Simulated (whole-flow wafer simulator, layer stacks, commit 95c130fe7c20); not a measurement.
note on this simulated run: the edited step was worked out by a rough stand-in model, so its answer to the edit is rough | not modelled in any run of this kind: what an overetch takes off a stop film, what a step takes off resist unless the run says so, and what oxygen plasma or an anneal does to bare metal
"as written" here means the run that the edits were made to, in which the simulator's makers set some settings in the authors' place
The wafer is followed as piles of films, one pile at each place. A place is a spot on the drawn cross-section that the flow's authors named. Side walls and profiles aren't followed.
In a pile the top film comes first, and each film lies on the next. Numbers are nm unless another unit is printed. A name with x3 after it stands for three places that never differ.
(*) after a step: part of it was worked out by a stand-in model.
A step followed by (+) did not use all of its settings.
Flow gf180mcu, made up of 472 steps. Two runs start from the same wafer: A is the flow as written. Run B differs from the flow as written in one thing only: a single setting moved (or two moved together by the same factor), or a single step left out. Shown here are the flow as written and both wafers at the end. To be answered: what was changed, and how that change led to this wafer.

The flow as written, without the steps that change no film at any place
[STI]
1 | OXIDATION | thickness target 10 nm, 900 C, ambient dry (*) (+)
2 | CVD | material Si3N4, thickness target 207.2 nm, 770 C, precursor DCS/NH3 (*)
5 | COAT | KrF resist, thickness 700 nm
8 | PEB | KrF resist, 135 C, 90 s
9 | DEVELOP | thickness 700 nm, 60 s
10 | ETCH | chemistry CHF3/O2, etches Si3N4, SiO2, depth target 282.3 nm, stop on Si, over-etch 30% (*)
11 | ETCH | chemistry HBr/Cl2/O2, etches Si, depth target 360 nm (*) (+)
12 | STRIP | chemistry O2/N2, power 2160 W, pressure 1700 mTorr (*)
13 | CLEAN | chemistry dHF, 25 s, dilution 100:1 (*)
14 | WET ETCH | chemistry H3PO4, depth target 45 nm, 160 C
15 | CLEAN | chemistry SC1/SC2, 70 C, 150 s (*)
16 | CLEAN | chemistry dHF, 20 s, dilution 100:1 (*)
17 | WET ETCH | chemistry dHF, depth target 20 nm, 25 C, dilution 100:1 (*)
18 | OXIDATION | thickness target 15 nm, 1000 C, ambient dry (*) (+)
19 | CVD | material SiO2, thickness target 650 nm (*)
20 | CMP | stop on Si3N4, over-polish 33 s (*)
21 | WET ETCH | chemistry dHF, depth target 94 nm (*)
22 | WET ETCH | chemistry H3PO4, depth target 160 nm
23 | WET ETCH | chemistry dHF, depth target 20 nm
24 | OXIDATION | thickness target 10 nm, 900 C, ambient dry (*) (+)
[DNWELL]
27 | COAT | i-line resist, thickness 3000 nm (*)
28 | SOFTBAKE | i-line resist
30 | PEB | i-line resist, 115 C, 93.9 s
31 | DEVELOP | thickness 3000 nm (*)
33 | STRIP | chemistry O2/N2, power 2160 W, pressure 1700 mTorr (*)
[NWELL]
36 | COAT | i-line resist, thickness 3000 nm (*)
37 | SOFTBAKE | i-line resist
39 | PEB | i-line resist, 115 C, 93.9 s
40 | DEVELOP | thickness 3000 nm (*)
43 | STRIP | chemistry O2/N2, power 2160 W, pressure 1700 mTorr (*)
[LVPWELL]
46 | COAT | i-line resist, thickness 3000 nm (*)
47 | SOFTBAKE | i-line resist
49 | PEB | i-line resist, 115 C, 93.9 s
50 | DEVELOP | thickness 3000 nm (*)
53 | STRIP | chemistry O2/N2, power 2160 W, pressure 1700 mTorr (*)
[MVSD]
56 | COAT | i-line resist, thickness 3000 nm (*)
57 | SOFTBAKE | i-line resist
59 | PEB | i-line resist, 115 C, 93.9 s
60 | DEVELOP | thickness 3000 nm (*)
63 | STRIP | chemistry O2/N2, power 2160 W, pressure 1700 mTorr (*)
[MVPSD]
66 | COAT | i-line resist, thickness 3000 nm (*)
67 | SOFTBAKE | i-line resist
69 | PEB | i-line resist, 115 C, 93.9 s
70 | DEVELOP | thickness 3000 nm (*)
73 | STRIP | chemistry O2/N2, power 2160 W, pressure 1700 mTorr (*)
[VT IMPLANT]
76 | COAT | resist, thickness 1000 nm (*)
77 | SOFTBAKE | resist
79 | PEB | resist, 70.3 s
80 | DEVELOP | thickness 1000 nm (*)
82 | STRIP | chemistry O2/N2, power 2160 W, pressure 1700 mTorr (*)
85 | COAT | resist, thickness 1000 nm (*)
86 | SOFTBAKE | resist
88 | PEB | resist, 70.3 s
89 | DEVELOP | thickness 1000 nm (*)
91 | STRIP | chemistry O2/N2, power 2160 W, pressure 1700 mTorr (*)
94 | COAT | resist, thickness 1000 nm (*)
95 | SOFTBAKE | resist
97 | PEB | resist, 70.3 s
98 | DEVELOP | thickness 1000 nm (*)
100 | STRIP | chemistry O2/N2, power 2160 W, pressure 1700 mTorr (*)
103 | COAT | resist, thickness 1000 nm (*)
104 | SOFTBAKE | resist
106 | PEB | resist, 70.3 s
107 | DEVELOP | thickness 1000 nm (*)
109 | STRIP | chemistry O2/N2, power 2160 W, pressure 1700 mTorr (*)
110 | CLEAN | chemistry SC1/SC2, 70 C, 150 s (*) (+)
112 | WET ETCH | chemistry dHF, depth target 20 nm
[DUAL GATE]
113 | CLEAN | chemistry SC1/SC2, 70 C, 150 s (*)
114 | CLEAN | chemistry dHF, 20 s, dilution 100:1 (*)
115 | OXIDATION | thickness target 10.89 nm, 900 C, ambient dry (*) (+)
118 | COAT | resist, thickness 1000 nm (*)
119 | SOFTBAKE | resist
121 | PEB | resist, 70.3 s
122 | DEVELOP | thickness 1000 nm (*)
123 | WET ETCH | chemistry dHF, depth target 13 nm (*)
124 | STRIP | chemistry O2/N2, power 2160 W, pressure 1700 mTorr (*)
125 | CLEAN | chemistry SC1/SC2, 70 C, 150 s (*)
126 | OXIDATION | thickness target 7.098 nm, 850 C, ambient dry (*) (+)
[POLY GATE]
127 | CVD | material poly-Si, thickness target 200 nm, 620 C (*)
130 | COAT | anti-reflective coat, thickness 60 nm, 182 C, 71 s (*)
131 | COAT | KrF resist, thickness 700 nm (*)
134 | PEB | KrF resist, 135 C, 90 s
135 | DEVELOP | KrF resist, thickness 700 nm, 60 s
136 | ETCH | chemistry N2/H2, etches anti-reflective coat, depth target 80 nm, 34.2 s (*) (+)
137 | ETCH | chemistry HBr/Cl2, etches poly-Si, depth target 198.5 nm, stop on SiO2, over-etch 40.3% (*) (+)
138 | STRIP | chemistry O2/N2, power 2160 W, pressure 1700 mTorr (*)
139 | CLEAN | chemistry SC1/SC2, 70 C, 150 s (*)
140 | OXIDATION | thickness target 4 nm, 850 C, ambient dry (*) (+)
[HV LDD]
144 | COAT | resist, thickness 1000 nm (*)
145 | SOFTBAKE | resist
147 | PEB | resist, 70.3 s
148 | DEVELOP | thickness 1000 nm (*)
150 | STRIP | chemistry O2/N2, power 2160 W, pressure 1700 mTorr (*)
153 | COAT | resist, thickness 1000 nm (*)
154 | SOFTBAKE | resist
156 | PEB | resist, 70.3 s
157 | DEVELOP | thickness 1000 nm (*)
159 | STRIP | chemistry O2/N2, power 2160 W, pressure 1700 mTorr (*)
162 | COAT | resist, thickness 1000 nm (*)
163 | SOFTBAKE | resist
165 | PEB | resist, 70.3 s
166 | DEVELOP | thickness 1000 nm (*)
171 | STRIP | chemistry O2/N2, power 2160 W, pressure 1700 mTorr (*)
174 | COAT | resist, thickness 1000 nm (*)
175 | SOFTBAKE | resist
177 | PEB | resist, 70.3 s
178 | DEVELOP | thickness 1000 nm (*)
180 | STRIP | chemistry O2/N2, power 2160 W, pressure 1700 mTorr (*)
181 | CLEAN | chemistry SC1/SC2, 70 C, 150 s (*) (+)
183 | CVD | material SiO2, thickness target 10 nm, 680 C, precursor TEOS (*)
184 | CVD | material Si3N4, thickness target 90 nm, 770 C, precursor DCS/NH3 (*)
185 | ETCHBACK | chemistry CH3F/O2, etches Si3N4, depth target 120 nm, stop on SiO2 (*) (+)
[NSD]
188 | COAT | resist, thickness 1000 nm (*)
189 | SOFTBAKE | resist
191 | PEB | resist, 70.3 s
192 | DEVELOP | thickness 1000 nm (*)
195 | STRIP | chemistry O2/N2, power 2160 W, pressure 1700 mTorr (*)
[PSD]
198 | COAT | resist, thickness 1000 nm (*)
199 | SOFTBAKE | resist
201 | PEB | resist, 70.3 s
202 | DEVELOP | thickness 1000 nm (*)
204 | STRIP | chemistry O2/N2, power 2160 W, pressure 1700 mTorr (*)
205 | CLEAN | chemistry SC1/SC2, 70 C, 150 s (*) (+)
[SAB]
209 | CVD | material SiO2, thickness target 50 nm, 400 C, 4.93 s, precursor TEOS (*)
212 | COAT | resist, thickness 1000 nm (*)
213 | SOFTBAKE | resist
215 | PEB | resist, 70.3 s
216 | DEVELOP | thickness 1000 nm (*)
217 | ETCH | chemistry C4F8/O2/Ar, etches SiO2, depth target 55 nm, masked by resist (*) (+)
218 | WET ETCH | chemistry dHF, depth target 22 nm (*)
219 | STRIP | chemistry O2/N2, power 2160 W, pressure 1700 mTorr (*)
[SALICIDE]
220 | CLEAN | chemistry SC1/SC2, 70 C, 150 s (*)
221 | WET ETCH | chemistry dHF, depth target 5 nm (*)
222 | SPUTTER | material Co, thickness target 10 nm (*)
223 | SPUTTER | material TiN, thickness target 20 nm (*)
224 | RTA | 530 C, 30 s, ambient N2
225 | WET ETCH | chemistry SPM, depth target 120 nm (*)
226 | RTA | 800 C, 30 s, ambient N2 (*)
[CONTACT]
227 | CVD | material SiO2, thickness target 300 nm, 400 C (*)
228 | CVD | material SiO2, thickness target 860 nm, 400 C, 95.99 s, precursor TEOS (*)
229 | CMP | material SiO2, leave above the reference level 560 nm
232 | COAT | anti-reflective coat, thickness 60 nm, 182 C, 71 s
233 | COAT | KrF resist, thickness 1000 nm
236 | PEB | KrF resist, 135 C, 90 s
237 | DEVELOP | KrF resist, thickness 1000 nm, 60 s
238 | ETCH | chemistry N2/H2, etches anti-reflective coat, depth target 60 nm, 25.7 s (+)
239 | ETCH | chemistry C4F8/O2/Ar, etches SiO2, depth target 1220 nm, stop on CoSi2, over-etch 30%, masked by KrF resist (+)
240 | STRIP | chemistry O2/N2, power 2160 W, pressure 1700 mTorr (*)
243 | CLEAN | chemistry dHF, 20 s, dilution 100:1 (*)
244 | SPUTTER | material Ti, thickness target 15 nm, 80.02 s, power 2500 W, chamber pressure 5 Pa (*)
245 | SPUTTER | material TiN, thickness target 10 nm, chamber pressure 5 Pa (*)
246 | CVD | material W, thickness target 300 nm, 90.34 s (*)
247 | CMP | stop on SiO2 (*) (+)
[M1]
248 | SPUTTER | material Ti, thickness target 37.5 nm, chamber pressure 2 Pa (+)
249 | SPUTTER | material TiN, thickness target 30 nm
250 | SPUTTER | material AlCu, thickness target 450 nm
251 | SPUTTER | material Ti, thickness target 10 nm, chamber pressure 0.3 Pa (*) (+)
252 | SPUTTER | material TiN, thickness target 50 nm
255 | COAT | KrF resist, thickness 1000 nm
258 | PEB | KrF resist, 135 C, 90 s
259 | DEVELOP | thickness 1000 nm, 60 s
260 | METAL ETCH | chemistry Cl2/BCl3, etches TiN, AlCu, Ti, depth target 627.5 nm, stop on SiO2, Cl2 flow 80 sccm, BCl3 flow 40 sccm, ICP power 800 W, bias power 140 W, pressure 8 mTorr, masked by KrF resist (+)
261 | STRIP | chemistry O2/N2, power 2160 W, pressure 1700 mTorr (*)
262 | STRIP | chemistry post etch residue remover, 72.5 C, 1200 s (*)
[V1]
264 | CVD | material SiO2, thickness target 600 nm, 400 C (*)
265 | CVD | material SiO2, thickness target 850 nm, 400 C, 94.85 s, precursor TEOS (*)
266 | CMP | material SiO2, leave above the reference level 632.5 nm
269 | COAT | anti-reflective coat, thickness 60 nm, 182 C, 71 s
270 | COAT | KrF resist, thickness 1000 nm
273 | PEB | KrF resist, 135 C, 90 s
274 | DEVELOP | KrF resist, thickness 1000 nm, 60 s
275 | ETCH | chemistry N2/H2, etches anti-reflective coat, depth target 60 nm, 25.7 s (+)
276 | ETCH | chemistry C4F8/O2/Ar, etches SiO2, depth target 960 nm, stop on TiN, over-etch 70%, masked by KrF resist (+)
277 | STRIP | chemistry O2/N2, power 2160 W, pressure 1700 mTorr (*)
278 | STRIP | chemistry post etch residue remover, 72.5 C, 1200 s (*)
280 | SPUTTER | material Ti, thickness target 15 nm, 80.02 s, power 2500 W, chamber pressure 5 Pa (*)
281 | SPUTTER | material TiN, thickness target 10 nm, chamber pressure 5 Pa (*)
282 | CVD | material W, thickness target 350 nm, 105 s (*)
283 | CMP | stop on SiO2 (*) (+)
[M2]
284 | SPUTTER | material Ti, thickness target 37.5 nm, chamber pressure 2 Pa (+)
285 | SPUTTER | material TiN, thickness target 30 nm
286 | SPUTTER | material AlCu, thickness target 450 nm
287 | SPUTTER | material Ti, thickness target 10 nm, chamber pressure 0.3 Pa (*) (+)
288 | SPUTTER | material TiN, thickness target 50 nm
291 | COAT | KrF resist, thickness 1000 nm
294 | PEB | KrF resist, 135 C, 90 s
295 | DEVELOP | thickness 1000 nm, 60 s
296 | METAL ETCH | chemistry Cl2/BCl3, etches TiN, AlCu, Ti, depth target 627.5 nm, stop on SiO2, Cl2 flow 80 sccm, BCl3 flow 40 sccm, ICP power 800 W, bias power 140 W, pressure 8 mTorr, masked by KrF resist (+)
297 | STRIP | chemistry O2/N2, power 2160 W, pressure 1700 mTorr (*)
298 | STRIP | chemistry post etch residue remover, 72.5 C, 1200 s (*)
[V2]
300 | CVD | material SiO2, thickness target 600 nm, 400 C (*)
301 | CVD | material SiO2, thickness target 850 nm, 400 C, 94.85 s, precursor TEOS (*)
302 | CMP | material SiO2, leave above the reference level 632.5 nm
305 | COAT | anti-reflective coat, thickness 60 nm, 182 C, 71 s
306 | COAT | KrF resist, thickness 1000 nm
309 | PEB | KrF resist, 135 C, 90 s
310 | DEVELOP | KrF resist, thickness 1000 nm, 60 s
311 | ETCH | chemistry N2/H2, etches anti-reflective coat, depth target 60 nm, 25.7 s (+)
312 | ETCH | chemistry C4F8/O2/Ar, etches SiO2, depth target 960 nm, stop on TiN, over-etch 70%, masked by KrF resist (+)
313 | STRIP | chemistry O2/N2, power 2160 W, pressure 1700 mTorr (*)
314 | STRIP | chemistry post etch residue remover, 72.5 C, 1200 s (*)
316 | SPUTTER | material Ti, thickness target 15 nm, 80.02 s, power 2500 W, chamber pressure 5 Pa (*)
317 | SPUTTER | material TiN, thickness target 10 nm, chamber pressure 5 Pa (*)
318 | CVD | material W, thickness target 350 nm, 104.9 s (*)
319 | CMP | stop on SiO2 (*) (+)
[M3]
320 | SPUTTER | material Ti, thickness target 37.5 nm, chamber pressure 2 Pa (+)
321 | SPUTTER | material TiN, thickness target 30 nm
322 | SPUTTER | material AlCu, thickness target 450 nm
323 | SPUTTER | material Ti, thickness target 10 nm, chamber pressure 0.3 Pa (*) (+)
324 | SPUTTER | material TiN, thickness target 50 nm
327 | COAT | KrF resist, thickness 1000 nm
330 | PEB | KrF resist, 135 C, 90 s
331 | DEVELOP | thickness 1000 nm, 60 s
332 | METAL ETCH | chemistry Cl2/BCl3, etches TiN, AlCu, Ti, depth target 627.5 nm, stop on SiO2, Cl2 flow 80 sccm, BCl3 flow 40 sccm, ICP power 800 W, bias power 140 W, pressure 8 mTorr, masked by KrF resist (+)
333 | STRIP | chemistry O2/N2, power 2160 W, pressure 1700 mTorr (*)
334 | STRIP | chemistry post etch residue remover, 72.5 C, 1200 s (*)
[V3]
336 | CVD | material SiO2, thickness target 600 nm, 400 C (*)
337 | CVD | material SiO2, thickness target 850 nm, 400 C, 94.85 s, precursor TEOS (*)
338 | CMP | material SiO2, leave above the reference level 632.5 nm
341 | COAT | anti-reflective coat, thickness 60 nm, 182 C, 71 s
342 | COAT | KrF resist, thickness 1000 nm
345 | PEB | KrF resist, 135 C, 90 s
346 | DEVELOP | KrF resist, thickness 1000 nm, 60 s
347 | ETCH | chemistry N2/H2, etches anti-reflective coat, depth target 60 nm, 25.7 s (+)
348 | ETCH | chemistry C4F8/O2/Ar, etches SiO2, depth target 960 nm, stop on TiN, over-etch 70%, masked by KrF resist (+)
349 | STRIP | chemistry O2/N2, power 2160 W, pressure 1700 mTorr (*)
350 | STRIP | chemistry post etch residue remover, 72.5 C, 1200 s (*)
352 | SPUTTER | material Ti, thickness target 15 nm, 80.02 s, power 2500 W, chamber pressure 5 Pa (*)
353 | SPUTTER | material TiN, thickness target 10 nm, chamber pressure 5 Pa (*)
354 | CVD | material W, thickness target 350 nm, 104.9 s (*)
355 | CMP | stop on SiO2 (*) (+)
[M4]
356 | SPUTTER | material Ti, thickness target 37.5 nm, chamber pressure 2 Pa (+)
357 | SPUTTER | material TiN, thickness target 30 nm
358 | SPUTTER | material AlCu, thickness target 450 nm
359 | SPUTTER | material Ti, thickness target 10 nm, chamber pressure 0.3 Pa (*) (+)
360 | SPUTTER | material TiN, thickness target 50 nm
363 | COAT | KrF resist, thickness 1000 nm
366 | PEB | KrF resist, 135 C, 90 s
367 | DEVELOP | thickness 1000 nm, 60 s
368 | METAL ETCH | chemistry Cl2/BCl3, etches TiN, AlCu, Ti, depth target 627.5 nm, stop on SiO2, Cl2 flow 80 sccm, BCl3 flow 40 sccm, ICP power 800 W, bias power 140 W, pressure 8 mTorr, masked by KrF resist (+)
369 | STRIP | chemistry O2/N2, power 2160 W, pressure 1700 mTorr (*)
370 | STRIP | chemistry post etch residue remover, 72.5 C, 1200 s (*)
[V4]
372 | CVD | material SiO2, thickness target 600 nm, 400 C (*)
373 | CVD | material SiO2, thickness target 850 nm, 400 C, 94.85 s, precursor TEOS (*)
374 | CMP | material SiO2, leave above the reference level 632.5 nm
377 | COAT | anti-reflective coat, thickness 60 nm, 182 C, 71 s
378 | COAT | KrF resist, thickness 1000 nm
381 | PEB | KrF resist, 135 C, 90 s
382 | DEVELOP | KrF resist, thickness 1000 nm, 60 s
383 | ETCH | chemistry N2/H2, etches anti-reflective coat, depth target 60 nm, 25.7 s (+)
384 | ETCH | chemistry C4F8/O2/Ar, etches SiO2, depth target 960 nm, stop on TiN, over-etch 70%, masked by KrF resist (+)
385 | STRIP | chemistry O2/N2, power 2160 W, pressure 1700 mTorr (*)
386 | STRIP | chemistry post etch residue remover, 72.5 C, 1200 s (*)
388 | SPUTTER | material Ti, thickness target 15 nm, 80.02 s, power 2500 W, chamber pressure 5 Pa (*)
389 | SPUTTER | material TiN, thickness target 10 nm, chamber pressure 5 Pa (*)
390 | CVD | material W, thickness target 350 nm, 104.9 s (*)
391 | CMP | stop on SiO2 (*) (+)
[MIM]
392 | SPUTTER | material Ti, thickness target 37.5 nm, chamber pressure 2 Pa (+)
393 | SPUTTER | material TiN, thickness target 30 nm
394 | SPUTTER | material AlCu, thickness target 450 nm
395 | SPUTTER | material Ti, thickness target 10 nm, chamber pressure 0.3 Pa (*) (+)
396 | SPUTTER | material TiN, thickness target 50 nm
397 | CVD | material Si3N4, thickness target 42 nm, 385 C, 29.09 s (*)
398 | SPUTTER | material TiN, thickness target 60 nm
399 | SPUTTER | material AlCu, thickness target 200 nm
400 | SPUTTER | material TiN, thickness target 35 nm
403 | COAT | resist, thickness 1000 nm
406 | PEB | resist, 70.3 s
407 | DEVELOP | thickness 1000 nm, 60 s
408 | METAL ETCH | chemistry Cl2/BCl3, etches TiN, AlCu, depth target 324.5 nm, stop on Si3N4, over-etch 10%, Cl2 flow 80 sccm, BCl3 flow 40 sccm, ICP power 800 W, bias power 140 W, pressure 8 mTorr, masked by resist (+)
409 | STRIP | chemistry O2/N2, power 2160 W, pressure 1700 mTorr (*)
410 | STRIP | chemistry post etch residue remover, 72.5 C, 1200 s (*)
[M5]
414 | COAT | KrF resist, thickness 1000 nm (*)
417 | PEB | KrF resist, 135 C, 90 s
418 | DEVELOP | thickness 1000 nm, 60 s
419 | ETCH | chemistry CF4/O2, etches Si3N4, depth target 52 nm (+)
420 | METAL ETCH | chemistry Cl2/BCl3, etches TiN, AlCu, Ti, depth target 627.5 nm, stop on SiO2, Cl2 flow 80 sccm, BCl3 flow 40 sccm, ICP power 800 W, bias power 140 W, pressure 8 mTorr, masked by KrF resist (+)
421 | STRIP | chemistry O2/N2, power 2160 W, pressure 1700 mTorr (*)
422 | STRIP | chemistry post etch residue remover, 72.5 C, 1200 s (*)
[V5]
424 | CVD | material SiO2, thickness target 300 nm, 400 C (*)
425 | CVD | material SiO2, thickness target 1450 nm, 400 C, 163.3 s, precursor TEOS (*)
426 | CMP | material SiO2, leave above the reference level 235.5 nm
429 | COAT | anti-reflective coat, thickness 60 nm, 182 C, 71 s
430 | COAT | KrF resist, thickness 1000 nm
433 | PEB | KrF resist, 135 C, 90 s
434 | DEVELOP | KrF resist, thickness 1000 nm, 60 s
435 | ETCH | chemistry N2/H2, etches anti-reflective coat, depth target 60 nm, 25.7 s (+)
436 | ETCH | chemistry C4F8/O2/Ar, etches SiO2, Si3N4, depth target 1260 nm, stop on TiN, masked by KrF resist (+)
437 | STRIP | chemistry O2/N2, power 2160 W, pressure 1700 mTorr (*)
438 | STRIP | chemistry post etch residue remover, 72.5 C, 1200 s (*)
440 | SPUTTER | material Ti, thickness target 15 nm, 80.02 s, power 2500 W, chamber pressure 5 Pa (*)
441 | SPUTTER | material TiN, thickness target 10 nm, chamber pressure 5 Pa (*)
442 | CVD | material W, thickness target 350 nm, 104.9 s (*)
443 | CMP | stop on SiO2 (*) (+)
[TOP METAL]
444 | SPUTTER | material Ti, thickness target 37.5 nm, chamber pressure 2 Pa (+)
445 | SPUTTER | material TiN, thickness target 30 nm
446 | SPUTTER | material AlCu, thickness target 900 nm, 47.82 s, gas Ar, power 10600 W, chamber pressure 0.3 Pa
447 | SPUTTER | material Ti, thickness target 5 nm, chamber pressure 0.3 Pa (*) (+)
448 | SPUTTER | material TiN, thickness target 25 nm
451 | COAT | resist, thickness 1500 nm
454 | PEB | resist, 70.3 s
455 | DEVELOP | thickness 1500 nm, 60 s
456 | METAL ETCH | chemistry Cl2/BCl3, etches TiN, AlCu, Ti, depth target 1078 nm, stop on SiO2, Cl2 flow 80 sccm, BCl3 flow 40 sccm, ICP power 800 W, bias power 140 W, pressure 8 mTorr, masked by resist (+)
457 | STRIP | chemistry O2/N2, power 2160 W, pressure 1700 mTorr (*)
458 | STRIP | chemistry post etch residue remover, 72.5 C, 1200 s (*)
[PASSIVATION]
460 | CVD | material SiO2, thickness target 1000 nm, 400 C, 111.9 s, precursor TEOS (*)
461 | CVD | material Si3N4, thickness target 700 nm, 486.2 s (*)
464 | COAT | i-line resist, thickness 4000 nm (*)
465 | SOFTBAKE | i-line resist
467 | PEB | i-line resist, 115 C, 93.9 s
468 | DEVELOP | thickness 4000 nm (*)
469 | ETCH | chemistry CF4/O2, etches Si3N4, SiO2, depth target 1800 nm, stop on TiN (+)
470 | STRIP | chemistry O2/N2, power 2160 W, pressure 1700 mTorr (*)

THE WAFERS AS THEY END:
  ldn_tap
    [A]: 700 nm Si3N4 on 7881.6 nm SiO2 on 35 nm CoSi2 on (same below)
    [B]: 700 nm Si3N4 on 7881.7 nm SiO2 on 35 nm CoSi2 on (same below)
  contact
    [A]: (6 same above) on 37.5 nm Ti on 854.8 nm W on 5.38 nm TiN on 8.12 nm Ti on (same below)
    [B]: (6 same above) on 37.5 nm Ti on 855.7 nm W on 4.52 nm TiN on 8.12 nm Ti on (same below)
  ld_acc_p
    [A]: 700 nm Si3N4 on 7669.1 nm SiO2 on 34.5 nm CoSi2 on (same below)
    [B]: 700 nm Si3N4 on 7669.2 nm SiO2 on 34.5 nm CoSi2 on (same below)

Cause: step 441, SPUTTER: thickness target 8.4 nm was run, while the flow as written has thickness target 10 nm.

How this came from the change, step by step:
  441 | SPUTTER | material TiN, thickness target 10 nm, chamber pressure 5 Pa (*)
      field, field__w1, field__w2 and 108 more: A TiN gains 10 (new film) | B TiN gains 8.4 (new film)
      contact: A TiN gains 5.38 (new film) | B TiN gains 4.52 (new film)
  443 | CMP | stop on SiO2 (*) (+)
      field, field__w1, field__w2 and 108 more: A W loses 350 (all of it), TiN loses 10 (all of it), Ti loses 15 (all of it), SiO2 loses 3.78 | B W loses 350 (all of it), TiN loses 8.4 (all of it), Ti loses 15 (all of it), SiO2 loses 3.77
